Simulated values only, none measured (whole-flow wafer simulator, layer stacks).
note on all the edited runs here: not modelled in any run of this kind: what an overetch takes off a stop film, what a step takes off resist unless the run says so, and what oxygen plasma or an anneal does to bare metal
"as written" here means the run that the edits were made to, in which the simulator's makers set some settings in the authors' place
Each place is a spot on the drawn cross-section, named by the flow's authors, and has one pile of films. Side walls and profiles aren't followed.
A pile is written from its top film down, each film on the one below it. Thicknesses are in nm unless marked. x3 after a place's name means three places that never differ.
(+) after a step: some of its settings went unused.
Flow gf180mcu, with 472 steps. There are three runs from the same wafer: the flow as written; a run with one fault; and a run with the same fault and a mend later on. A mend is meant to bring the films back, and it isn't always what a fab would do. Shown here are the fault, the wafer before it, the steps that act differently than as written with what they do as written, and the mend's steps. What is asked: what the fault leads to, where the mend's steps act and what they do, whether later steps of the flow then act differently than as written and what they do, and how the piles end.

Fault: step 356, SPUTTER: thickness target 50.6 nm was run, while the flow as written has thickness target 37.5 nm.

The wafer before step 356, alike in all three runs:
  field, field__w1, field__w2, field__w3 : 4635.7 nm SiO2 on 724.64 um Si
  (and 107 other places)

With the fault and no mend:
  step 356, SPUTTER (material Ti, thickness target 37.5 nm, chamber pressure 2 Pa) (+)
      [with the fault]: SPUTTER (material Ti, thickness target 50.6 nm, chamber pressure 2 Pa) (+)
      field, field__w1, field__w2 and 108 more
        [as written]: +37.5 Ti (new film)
        [with the fault]: +50.6 Ti (new film)
  Steps later in the flow that act otherwise than as written:
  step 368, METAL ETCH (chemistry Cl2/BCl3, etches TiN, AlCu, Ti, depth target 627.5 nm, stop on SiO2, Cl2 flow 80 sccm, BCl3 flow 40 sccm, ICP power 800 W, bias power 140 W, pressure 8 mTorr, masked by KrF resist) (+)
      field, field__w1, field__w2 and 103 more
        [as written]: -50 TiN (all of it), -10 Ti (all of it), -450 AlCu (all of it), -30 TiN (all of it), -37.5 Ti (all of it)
        [with the fault]: -50 TiN (all of it), -10 Ti (all of it), -450 AlCu (all of it), -30 TiN (all of it), -50.6 Ti (all of it)
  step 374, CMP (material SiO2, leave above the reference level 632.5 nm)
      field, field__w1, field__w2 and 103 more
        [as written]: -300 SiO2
        [with the fault]: -286.9 SiO2
  By the end, the piles at field__w8, contact, m1, m1__w1, m1_nw depart from the flow's by more than 2% or 0.5 nm, whichever is larger.
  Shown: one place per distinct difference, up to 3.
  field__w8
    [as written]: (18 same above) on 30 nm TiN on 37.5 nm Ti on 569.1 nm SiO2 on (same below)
    [with the fault]: (18 same above) on 30 nm TiN on 50.6 nm Ti on 569.1 nm SiO2 on (same below)
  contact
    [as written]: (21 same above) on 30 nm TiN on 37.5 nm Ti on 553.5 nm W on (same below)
    [with the fault]: (21 same above) on 30 nm TiN on 50.6 nm Ti on 553.5 nm W on (same below)

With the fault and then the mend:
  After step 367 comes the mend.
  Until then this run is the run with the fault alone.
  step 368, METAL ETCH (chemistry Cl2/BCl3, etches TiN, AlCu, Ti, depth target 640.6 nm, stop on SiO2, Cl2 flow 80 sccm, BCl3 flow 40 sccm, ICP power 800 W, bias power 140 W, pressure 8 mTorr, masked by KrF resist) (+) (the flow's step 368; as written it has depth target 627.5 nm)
      field, field__w1, field__w2 and 103 more
        -50 TiN (all of it), -10 Ti (all of it), -450 AlCu (all of it), -30 TiN (all of it), -50.6 Ti (all of it)
      field__w8, contact, m1, m1__w1, m1_nw
        -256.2 KrF resist
  Steps later in the flow that act otherwise than as written (1 other step is not shown; it differs only slightly, by no more than 2% or 0.5 nm, whichever is larger):
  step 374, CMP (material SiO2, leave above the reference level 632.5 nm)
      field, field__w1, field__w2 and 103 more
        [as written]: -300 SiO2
        [with the mend]: -286.9 SiO2
  By the end, the piles at field__w8, contact, m1, m1__w1, m1_nw depart from the flow's by more than 2% or 0.5 nm, whichever is larger.
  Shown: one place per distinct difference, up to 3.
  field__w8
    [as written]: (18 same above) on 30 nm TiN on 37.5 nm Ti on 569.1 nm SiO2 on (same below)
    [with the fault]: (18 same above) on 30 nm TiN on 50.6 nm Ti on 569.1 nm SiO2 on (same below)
    [with the mend]: (18 same above) on 30 nm TiN on 50.6 nm Ti on 569.1 nm SiO2 on (same below)
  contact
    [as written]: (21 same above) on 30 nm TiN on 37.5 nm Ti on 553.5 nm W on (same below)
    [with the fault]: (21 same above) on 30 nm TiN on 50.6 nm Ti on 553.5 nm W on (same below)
    [with the mend]: (21 same above) on 30 nm TiN on 50.6 nm Ti on 553.5 nm W on (same below)
